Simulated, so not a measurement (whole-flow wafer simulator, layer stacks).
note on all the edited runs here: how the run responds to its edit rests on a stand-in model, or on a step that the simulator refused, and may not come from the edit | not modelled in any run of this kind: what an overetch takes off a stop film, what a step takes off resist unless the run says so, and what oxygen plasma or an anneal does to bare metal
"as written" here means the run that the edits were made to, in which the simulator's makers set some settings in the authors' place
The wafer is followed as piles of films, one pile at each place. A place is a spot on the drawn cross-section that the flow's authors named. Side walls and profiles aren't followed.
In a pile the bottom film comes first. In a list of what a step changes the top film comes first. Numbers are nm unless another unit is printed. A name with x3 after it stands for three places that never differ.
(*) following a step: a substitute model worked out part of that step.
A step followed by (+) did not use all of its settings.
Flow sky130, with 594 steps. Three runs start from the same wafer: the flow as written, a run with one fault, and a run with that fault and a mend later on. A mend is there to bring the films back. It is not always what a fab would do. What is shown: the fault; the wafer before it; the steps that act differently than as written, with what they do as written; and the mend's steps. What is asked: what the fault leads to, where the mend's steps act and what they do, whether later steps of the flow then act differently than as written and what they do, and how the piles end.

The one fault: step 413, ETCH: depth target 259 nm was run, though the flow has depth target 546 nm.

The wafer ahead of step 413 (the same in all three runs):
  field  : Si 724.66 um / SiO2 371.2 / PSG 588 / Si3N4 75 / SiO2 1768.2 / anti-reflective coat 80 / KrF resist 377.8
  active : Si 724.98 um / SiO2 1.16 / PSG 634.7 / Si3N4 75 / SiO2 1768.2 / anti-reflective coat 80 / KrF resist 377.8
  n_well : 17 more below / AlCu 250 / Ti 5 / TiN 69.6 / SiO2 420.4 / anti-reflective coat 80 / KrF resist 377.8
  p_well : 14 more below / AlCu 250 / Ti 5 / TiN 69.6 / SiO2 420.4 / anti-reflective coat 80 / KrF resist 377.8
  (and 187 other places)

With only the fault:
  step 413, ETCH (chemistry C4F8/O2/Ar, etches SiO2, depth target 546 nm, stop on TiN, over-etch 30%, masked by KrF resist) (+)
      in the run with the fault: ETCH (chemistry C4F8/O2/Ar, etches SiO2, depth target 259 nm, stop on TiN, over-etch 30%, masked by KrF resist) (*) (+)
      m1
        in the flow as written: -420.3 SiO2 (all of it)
        in the run with the fault: -259 SiO2
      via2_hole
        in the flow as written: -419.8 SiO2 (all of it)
        in the run with the fault: -259 SiO2
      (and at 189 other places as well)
  Later steps of the flow acting differently than as written (1 more step, not shown, differs only slightly: by at most 2% or 0.5 nm, whichever is larger):
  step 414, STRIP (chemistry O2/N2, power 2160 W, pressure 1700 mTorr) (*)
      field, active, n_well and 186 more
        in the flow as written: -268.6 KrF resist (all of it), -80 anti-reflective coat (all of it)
        in the run with the fault: -326 KrF resist (all of it), -80 anti-reflective coat (all of it)
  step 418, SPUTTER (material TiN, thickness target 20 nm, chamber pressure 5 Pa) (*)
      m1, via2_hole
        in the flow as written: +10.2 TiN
        in the run with the fault: +12.5 TiN (new film)
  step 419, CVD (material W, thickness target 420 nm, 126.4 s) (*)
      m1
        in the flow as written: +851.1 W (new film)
        in the run with the fault: +687.1 W (new film)
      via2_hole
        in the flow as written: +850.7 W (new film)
        in the run with the fault: +687.1 W (new film)
  By the end, the piles at m1, via2_hole depart from the flow's by more than 2% or 0.5 nm, whichever is larger.
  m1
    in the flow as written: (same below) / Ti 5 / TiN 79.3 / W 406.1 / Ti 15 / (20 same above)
    in the run with the fault: (same below) / Ti 5 / TiN 69.6 / SiO2 161.3 / TiN 12.5 / W 242.1 / Ti 15 / (20 same above)
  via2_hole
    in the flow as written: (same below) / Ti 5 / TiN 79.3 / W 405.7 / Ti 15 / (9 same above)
    in the run with the fault: (same below) / Ti 5 / TiN 69.6 / SiO2 160.8 / TiN 12.5 / W 242.1 / Ti 15 / (9 same above)

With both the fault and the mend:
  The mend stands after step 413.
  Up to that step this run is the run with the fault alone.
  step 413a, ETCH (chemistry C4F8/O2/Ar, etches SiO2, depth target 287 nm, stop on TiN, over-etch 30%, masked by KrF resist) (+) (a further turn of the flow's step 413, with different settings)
      field, active, n_well and 186 more
        -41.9 KrF resist
      m1
        -161.3 SiO2 (all of it)
      via2_hole
        -160.8 SiO2 (all of it)
  Later steps of the flow acting differently than as written:
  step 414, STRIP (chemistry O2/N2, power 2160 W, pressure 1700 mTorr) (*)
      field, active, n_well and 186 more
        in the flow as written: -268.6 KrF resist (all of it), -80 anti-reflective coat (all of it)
        in the run with the mend: -284.1 KrF resist (all of it), -80 anti-reflective coat (all of it)
  By the end, the piles equal the flow's at every place that both follow.
